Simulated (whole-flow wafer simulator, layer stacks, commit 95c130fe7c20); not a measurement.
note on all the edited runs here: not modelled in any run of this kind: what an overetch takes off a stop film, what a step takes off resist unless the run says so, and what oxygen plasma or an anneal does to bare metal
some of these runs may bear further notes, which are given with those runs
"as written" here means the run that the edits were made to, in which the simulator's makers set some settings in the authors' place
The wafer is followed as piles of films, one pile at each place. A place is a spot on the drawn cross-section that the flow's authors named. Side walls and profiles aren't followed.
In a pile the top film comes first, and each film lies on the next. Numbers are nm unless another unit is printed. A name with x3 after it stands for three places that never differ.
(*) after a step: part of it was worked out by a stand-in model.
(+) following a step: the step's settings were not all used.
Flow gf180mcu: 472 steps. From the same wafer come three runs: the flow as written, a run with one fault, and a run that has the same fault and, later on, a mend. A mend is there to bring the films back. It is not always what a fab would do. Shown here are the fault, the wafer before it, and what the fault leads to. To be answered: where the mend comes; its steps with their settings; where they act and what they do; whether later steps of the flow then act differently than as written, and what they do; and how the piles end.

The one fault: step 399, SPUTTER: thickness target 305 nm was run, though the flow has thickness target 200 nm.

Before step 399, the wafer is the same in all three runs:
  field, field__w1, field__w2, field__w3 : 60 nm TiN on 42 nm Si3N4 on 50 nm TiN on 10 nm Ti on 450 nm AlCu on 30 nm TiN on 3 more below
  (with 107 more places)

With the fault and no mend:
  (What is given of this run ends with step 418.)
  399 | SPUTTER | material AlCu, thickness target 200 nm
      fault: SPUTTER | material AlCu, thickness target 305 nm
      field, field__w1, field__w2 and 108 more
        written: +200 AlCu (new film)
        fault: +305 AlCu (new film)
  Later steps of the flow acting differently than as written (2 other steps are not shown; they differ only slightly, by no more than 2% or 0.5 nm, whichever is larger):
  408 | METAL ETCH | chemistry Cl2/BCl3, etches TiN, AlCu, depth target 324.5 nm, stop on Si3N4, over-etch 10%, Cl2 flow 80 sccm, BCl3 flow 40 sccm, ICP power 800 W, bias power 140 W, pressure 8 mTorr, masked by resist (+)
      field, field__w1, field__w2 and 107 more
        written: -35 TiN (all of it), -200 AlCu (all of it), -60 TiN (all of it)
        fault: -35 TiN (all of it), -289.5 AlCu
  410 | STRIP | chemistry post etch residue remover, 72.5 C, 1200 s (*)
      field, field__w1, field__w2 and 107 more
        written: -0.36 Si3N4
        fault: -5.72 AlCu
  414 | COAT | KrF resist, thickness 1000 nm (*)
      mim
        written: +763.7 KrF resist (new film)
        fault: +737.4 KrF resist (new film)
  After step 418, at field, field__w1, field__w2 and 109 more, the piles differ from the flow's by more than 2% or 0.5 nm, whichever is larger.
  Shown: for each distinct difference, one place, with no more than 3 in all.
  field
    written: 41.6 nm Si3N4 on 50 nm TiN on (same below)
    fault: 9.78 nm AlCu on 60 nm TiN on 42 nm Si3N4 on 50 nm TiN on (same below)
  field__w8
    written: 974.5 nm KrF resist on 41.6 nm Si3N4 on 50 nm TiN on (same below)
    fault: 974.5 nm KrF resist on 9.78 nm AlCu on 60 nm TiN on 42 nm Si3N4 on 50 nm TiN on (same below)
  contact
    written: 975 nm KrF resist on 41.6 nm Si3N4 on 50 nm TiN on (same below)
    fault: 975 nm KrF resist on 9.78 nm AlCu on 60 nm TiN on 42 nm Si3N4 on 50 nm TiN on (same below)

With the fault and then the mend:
  The mend follows step 407.
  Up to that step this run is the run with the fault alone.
  408 | METAL ETCH | chemistry Cl2/BCl3, etches TiN, AlCu, depth target 429.5 nm, stop on Si3N4, over-etch 10%, Cl2 flow 80 sccm, BCl3 flow 40 sccm, ICP power 800 W, bias power 140 W, pressure 8 mTorr, masked by resist (+) (the flow's step 408, where the flow has depth target 324.5 nm)
      field, field__w1, field__w2 and 107 more
        -35 TiN (all of it), -305 AlCu (all of it), -60 TiN (all of it)
      mim
        -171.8 resist
  Later steps of the flow acting differently than as written (2 other steps are not shown; they differ only slightly, by no more than 2% or 0.5 nm, whichever is larger):
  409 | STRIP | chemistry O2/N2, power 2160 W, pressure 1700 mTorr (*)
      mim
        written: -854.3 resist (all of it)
        mend: -812.3 resist (all of it)
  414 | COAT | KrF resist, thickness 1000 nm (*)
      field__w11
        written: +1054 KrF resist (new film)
        mend: +1078.6 KrF resist (new film)
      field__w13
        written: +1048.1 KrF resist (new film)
        mend: +1069.9 KrF resist (new film)
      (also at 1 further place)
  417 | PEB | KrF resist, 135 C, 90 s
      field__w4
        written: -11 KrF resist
        mend: -11.6 KrF resist
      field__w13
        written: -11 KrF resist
        mend: -11.7 KrF resist
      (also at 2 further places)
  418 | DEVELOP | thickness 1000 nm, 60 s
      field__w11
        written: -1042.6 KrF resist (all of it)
        mend: -1066.8 KrF resist (all of it)
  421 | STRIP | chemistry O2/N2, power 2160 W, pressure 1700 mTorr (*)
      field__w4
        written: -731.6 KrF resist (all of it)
        mend: -750.4 KrF resist (all of it)
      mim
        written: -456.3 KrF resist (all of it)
        mend: -379.3 KrF resist (all of it)
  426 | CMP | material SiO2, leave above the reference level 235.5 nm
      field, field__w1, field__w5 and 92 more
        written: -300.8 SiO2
        mend: -195.8 SiO2
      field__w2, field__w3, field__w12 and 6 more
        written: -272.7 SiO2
        mend: -167.7 SiO2
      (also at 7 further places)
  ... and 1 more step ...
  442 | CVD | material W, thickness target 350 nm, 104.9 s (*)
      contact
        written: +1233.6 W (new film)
        mend: +1339.4 W (new film)
  At field__w4, field__w8, contact, m1, m1__w1, mim, mim_1p0, m1_nw, the piles at the end differ from the flow's by more than 2% or 0.5 nm, whichever is larger.
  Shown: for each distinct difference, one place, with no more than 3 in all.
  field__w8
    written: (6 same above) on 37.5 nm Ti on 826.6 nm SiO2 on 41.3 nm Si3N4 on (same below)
    mend: (6 same above) on 37.5 nm Ti on 931.6 nm SiO2 on 41.3 nm Si3N4 on (same below)
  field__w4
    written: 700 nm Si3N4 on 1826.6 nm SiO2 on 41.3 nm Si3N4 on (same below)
    mend: 700 nm Si3N4 on 1931.6 nm SiO2 on 41.3 nm Si3N4 on (same below)
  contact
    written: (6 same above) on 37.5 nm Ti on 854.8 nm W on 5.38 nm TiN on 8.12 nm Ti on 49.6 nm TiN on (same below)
    mend: (6 same above) on 37.5 nm Ti on 960.6 nm W on 5.07 nm TiN on 7.65 nm Ti on 49.6 nm TiN on (same below)
